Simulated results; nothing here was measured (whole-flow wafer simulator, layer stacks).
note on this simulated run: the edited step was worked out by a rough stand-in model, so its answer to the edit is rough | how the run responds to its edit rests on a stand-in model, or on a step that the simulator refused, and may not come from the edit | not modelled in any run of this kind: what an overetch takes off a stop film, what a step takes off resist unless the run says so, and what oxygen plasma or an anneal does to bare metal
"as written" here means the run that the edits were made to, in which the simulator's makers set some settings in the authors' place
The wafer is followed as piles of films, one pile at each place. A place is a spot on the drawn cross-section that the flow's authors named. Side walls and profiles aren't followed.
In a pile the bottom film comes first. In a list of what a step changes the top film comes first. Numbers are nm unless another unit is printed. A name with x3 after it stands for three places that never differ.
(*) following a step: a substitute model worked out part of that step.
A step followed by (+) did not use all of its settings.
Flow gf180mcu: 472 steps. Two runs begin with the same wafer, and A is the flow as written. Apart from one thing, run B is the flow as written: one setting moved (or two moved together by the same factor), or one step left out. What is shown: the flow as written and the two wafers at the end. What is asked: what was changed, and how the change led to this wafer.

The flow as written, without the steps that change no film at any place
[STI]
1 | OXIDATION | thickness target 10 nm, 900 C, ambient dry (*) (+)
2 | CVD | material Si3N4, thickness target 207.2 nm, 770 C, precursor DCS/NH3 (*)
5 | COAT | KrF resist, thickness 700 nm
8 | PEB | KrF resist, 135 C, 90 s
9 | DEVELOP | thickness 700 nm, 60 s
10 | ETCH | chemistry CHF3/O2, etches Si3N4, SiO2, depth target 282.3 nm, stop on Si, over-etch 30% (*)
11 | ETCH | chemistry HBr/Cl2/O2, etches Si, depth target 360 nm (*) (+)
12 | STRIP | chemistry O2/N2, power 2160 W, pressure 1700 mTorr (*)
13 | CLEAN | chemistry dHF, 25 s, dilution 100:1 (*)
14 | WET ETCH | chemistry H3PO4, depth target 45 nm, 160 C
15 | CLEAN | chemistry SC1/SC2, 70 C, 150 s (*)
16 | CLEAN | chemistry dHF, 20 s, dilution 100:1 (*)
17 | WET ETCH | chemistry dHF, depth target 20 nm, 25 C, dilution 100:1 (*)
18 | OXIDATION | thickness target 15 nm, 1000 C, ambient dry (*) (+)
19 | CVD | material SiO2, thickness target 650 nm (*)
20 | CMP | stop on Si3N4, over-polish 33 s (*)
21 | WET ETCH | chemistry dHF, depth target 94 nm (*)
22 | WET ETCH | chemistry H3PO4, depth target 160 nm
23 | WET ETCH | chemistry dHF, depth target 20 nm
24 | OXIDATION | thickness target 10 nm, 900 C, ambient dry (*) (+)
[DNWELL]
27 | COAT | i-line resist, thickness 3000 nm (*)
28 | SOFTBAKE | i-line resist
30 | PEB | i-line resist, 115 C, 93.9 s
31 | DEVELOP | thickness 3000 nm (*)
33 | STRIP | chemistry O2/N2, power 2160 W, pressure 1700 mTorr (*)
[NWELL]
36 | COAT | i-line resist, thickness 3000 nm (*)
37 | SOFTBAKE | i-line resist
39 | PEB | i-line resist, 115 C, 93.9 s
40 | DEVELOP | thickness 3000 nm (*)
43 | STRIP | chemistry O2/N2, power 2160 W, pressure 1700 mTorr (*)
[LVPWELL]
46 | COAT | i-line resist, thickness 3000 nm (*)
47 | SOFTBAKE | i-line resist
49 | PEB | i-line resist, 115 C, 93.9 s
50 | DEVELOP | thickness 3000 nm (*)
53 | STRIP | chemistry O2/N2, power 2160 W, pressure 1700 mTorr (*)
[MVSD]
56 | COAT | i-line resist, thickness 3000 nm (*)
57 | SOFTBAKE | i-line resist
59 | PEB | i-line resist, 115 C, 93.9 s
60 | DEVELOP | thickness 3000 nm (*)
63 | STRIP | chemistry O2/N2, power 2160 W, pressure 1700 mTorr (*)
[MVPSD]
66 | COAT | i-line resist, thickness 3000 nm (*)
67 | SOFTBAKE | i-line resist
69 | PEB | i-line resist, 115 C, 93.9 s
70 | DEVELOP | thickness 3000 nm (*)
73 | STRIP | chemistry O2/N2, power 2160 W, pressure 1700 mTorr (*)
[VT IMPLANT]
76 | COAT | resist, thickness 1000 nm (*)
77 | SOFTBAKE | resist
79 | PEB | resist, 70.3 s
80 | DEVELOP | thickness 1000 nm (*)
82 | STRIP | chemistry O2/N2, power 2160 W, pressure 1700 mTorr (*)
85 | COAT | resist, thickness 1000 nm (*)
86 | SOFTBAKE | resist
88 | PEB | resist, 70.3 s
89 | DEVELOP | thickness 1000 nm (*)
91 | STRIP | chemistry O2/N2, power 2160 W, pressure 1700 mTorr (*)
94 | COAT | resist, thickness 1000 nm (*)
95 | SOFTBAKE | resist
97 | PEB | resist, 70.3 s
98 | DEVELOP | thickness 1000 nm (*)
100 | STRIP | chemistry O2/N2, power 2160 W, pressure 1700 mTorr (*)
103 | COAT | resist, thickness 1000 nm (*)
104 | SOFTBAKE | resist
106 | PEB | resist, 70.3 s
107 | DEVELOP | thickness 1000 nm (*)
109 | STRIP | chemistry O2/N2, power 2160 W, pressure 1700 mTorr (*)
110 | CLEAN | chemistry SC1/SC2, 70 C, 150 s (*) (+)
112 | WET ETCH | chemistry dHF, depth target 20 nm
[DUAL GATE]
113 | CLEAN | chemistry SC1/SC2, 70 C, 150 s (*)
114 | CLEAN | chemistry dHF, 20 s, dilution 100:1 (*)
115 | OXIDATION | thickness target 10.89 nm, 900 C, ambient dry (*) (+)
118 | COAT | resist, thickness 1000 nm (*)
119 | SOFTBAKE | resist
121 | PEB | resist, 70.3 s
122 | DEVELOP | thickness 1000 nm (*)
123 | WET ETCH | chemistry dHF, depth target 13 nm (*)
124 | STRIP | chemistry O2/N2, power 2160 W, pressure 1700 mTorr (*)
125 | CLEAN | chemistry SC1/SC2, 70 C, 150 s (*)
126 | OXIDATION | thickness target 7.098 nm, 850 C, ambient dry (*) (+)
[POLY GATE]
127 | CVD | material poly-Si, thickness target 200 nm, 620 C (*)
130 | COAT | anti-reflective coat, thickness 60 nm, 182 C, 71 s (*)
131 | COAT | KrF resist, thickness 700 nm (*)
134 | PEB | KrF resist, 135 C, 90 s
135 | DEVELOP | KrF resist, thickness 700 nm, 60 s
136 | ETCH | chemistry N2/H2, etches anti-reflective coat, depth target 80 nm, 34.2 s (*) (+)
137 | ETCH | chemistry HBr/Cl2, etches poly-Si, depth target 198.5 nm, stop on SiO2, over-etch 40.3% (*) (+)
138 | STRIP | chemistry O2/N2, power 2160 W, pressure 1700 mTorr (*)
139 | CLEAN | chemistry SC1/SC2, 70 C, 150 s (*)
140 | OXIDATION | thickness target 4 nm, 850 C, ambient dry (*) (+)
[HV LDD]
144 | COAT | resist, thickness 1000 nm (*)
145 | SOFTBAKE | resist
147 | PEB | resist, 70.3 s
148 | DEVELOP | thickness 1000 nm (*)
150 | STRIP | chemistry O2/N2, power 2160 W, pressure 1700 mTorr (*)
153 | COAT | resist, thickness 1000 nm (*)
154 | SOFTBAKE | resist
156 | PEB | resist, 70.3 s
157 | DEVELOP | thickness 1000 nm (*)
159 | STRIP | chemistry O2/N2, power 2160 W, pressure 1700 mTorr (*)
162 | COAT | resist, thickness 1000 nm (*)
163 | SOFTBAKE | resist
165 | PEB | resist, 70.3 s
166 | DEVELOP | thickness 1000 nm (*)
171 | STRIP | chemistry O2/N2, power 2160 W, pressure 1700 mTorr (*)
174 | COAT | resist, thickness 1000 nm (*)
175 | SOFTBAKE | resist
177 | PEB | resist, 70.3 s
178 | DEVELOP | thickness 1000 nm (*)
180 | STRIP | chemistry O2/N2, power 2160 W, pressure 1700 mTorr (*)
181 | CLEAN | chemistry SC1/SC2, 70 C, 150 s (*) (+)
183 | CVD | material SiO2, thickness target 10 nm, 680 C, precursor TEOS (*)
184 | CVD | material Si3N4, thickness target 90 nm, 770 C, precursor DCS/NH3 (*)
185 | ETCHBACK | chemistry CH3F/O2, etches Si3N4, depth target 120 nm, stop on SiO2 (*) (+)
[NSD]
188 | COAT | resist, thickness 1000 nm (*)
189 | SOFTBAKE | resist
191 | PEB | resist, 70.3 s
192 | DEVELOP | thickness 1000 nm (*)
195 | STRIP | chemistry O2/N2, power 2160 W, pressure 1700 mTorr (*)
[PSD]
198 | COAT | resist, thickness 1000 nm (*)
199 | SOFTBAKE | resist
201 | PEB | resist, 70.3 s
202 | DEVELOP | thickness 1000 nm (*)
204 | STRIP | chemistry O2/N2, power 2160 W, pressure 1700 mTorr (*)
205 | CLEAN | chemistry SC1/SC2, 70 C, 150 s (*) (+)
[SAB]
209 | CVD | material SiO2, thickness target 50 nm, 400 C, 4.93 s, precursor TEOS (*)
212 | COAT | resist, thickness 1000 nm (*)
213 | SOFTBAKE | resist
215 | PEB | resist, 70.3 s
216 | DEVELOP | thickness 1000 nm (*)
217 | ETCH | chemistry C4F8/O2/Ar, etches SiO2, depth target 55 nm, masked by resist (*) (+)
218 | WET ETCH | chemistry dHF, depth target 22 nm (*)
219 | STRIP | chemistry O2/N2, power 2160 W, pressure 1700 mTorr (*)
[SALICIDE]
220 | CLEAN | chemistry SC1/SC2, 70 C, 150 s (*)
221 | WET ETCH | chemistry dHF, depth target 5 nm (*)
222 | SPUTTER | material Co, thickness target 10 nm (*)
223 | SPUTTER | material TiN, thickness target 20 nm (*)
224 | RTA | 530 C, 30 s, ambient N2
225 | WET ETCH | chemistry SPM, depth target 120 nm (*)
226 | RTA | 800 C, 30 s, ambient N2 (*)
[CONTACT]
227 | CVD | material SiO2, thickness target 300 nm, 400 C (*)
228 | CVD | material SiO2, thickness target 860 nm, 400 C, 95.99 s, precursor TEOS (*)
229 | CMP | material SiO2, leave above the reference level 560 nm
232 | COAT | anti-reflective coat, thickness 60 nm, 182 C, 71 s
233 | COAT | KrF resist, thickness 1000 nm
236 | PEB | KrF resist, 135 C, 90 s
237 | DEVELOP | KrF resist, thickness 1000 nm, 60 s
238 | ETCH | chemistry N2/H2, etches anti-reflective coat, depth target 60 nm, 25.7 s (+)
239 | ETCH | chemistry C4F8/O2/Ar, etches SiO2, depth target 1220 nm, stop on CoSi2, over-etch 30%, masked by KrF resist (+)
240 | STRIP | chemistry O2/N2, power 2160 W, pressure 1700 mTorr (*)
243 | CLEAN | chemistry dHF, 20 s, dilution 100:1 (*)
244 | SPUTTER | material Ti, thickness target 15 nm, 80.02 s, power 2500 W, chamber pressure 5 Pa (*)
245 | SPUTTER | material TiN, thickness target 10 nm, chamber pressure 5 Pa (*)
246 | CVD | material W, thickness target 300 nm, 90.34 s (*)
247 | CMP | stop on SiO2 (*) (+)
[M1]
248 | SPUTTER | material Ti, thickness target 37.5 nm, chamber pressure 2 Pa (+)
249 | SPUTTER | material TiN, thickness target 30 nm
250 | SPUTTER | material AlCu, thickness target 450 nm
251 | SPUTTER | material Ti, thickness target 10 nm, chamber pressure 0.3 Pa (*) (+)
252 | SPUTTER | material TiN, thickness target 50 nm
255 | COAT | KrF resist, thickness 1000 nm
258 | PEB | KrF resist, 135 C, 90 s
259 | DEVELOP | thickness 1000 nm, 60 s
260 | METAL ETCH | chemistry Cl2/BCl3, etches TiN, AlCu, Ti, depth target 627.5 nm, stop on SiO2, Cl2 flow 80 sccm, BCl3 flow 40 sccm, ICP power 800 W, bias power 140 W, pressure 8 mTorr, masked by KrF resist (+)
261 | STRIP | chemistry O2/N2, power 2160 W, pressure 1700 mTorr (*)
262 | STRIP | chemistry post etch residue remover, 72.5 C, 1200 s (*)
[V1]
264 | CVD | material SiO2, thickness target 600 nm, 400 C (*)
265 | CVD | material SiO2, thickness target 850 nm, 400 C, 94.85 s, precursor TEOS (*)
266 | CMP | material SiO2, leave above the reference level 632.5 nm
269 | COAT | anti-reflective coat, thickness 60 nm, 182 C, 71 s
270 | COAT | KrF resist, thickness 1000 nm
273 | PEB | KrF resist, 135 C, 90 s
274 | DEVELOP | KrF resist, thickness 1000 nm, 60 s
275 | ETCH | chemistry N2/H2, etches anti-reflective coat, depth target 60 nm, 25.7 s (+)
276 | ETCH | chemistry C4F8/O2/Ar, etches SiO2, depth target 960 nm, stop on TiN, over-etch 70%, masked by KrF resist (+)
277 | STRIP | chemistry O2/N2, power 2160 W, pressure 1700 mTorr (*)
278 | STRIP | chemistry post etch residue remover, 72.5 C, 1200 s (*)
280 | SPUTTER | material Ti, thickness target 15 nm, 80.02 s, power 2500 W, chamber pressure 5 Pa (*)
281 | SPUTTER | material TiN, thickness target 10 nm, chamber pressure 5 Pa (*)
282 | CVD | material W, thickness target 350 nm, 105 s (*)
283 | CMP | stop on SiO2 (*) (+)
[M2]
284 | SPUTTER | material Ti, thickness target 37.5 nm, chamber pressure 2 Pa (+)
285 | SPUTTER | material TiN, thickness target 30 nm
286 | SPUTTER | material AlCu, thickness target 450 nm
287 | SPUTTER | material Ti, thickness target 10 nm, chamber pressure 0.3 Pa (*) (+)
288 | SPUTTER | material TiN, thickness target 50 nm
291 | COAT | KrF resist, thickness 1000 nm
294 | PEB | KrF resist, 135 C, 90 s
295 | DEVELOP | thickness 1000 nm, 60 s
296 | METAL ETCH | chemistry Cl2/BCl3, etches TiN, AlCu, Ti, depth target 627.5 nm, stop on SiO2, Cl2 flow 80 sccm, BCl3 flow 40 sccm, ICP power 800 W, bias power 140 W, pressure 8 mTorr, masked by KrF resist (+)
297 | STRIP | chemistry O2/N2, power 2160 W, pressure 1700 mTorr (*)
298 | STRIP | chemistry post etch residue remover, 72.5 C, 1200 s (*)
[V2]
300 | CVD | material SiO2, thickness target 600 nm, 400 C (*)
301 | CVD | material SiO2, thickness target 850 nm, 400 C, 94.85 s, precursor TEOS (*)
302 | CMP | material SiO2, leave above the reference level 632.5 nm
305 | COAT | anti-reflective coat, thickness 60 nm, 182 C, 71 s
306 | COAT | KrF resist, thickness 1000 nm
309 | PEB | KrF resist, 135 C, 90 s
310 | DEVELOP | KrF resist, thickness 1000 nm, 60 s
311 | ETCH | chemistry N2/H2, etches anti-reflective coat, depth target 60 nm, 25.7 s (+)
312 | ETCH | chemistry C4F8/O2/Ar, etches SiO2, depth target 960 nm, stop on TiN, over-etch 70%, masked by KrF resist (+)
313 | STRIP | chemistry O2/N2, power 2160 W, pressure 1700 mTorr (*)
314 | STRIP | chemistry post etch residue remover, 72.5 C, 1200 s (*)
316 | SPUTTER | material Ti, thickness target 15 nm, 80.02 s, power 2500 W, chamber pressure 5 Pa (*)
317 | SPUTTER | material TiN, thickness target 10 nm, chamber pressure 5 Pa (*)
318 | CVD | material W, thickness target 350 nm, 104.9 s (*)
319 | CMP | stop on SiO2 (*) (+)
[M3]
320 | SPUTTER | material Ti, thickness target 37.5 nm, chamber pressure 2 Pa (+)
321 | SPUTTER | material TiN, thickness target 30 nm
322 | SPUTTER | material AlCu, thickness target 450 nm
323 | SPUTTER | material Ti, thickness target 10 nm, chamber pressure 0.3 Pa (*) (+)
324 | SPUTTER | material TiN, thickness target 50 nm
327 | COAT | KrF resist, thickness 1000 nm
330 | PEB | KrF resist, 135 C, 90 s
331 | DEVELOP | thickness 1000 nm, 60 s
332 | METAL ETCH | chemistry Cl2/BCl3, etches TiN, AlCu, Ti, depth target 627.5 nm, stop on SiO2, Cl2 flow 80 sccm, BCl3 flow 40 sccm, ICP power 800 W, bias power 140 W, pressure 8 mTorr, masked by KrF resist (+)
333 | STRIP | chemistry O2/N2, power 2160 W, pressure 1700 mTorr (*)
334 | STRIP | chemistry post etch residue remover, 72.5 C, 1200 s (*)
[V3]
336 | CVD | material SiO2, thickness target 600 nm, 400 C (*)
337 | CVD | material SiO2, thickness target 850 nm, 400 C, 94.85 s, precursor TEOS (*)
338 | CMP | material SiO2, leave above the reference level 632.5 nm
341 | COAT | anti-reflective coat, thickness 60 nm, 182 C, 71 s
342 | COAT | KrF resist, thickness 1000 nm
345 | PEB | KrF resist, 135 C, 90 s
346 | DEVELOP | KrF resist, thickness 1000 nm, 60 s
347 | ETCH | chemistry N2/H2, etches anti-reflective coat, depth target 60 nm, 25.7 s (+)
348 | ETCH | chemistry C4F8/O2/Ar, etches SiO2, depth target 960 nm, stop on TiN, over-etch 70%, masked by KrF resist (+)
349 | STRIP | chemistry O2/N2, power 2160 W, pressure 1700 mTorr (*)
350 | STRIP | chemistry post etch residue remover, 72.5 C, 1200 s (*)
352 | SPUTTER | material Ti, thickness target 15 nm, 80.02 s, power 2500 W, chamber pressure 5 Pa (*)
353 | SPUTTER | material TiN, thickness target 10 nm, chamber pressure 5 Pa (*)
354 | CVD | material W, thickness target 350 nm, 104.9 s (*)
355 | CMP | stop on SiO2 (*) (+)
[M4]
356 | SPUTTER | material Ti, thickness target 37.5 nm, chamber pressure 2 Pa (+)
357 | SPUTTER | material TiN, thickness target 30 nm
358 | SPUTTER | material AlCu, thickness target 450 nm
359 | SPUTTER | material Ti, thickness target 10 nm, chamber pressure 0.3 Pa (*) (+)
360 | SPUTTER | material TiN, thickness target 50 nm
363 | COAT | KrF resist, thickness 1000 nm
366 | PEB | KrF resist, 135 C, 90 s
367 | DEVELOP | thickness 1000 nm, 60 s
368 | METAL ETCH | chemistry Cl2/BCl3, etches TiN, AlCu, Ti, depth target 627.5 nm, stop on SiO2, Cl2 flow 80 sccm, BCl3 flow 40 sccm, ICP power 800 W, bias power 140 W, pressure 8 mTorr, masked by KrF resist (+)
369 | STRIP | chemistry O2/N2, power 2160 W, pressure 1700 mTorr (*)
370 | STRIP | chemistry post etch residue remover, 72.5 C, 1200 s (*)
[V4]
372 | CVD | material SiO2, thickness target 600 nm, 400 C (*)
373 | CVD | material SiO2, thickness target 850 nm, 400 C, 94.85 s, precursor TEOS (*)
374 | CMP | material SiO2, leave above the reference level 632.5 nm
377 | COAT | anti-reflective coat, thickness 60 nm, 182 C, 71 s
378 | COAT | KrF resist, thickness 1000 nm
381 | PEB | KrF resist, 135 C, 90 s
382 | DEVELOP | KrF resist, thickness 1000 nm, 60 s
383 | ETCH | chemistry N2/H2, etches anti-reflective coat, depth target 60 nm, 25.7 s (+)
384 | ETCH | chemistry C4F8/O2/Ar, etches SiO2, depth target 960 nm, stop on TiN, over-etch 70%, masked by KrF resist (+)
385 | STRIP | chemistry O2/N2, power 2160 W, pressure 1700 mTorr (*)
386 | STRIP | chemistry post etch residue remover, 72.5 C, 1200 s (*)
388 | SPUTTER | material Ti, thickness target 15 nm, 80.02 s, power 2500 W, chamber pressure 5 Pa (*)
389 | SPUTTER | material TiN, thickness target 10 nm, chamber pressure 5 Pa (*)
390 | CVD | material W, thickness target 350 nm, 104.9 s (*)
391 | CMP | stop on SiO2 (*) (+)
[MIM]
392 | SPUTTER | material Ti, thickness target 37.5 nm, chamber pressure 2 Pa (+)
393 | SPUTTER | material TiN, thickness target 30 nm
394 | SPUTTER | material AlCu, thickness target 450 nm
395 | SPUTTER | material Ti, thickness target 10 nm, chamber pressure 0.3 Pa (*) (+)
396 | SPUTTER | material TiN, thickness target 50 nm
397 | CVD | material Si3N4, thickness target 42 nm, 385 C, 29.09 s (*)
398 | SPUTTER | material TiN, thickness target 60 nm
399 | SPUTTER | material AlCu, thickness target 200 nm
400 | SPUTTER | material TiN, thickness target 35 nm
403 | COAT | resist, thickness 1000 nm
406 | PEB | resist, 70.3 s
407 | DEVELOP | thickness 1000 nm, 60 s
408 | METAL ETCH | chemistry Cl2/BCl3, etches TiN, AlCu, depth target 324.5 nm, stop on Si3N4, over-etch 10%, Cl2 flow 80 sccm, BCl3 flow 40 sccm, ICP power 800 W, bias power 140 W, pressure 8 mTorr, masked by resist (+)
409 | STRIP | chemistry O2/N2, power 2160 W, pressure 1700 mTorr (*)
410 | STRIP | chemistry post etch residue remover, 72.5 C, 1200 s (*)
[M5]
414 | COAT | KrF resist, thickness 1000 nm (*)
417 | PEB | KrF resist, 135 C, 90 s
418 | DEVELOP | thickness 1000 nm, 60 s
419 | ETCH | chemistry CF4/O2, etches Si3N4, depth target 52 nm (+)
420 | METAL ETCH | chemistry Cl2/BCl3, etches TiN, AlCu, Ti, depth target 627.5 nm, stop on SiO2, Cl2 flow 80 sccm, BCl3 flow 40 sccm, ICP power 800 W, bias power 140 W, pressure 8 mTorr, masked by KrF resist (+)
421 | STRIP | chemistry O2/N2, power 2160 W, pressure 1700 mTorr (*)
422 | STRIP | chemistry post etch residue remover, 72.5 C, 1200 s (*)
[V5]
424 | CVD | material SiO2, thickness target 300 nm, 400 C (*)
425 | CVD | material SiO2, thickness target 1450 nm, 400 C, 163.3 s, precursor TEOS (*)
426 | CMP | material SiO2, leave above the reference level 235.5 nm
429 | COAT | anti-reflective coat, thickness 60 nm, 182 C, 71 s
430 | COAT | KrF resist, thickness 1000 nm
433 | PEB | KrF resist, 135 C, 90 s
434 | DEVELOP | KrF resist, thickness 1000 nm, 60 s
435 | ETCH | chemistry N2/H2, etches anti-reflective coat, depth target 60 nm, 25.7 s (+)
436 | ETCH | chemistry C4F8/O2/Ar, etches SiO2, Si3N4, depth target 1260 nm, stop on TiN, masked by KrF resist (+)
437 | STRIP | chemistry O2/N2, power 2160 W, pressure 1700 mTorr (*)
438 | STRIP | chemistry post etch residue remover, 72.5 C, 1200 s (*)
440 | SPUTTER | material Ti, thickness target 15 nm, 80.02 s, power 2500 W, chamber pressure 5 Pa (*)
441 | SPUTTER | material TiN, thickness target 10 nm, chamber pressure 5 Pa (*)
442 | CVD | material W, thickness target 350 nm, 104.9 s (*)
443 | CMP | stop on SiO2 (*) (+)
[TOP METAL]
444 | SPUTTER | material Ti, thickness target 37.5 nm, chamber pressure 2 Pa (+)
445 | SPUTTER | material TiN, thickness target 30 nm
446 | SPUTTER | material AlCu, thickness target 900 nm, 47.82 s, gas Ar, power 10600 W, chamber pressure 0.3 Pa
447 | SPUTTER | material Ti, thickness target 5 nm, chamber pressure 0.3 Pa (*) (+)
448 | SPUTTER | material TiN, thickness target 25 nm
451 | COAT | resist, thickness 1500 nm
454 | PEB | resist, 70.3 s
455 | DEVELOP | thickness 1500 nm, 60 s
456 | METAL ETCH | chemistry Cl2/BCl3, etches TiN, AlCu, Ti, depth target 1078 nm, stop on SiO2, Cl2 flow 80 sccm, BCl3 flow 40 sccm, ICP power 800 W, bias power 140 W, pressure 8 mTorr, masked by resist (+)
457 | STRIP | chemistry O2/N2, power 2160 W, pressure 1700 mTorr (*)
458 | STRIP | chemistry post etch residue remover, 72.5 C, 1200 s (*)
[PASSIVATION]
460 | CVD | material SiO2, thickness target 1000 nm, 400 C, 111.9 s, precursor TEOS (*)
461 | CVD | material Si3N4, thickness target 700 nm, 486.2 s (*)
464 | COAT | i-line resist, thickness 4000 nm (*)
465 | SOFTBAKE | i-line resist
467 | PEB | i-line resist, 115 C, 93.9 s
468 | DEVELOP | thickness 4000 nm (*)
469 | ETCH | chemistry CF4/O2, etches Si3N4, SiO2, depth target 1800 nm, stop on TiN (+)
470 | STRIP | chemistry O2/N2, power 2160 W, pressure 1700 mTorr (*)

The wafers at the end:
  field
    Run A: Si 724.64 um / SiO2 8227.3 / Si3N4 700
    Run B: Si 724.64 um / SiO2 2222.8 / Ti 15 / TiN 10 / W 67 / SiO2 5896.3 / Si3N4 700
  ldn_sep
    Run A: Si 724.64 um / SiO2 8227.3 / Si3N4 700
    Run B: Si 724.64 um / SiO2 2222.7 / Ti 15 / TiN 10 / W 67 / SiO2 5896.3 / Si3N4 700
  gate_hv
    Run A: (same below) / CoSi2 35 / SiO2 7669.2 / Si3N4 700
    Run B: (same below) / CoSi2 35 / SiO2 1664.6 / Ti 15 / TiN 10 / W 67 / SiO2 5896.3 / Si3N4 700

Cause: step 265, CVD: thickness target 416 nm was run, though the flow has thickness target 850 nm; step 265, CVD: 46.48 s was run, where the flow has 94.85 s.

Step by step, how the change led to this:
  265 | CVD | material SiO2, thickness target 850 nm, 400 C, 94.85 s, precursor TEOS (*)
      field, field__w1, field__w2 and 108 more: A SiO2 gains 850 | B SiO2 gains 425.7
  266 | CMP | material SiO2, leave above the reference level 632.5 nm
      field, field__w1, field__w2 and 99 more: A SiO2 loses 300 | B nothing
      field__w8, contact, m1 and 6 more: A SiO2 loses 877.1 | B SiO2 loses 452.8
  269 | COAT | anti-reflective coat, thickness 60 nm, 182 C, 71 s
      field: A anti-reflective coat gains 60 (new film) | B anti-reflective coat gains 109.8 (new film)
      field__w1: A anti-reflective coat gains 60 (new film) | B anti-reflective coat gains 86.7 (new film)
      (also at 20 further places)
  270 | COAT | KrF resist, thickness 1000 nm
      field__w1: A KrF resist gains 1000 (new film) | B KrF resist gains 977.1 (new film)
      field__w8: A KrF resist gains 1000 (new film) | B KrF resist gains 977.8 (new film)
      (also at 7 further places)
  273 | PEB | KrF resist, 135 C, 90 s
      contact: A KrF resist loses 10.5 | B KrF resist loses 9.59
      m1: A KrF resist loses 10.5 | B KrF resist loses 9.38
      (also at 1 further place)
  274 | DEVELOP | KrF resist, thickness 1000 nm, 60 s
      contact: A KrF resist loses 989.5 (all of it) | B KrF resist loses 929.6 (all of it)
  275 | ETCH | chemistry N2/H2, etches anti-reflective coat, depth target 60 nm, 25.7 s (+)
      contact: A anti-reflective coat loses 60 (all of it), SiO2 loses 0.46 | B anti-reflective coat loses 22.9 (all of it), SiO2 loses 1.41
  277 | STRIP | chemistry O2/N2, power 2160 W, pressure 1700 mTorr (*)
      field: A KrF resist loses 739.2 (all of it), anti-reflective coat loses 60 (all of it) | B KrF resist loses 720.5 (all of it), anti-reflective coat loses 109.8 (all of it)
      field__w1: A KrF resist loses 739.2 (all of it), anti-reflective coat loses 60 (all of it) | B KrF resist loses 716.6 (all of it), anti-reflective coat loses 86.7 (all of it)
      (also at 19 further places)
  280 | SPUTTER | material Ti, thickness target 15 nm, 80.02 s, power 2500 W, chamber pressure 5 Pa (*)
      contact: A Ti gains 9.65 (new film) | B Ti gains 10.4 (new film)
  282 | CVD | material W, thickness target 350 nm, 105 s (*)
      contact: A W gains 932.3 (new film) | B W gains 806.8 (new film)
  283 | CMP | stop on SiO2 (*) (+)
      field, field__w1, field__w2 and 99 more: A W loses 350 (all of it), TiN loses 10 (all of it), Ti loses 15 (all of it), SiO2 loses 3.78 | B W loses 270.7
      field__w8, m1, m1__w1, polyc_n, polyc_n_rim, polyc_p, polyc_p_rim, m1_nw: A W loses 350 (all of it), TiN loses 10 (all of it), Ti loses 15 (all of it), SiO2 loses 3.78 | B W loses 350 (all of it), TiN loses 10 (all of it), Ti loses 15 (all of it), SiO2 loses 20
      (also at 1 further place)
  296 | METAL ETCH | chemistry Cl2/BCl3, etches TiN, AlCu, Ti, depth target 627.5 nm, stop on SiO2, Cl2 flow 80 sccm, BCl3 flow 40 sccm, ICP power 800 W, bias power 140 W, pressure 8 mTorr, masked by KrF resist (+)
      field, field__w1, field__w2 and 99 more: A TiN loses 50 (all of it), Ti loses 10 (all of it), AlCu loses 450 (all of it), TiN loses 30 (all of it), Ti loses 37.5 (all of it) | B TiN loses 50 (all of it), Ti loses 10 (all of it), AlCu loses 450 (all of it), TiN loses 30 (all of it), Ti loses 37.5 (all of it), W loses 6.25
  298 | STRIP | chemistry post etch residue remover, 72.5 C, 1200 s (*)
      field, field__w1, field__w2 and 99 more: A nothing | B W loses 6.01
  300 | CVD | material SiO2, thickness target 600 nm, 400 C (*)
      field, field__w1, field__w2 and 99 more: A SiO2 gains 600 | B SiO2 gains 600 (new film)
  302 | CMP | material SiO2, leave above the reference level 632.5 nm
      field, field__w1, field__w2 and 99 more: A SiO2 loses 300 | B SiO2 loses 287.7
With metal films that touch counted as one body, field has 1 body; the flow as written gives 0 bodies.
With metal films that touch counted as one body, ldn_sep has 1 body; the flow as written gives 0 bodies.
With metal films that touch counted as one body, gate_hv has 2 bodies (between them, from the top down: SiO2 1664.6); the flow as written gives 1 body.
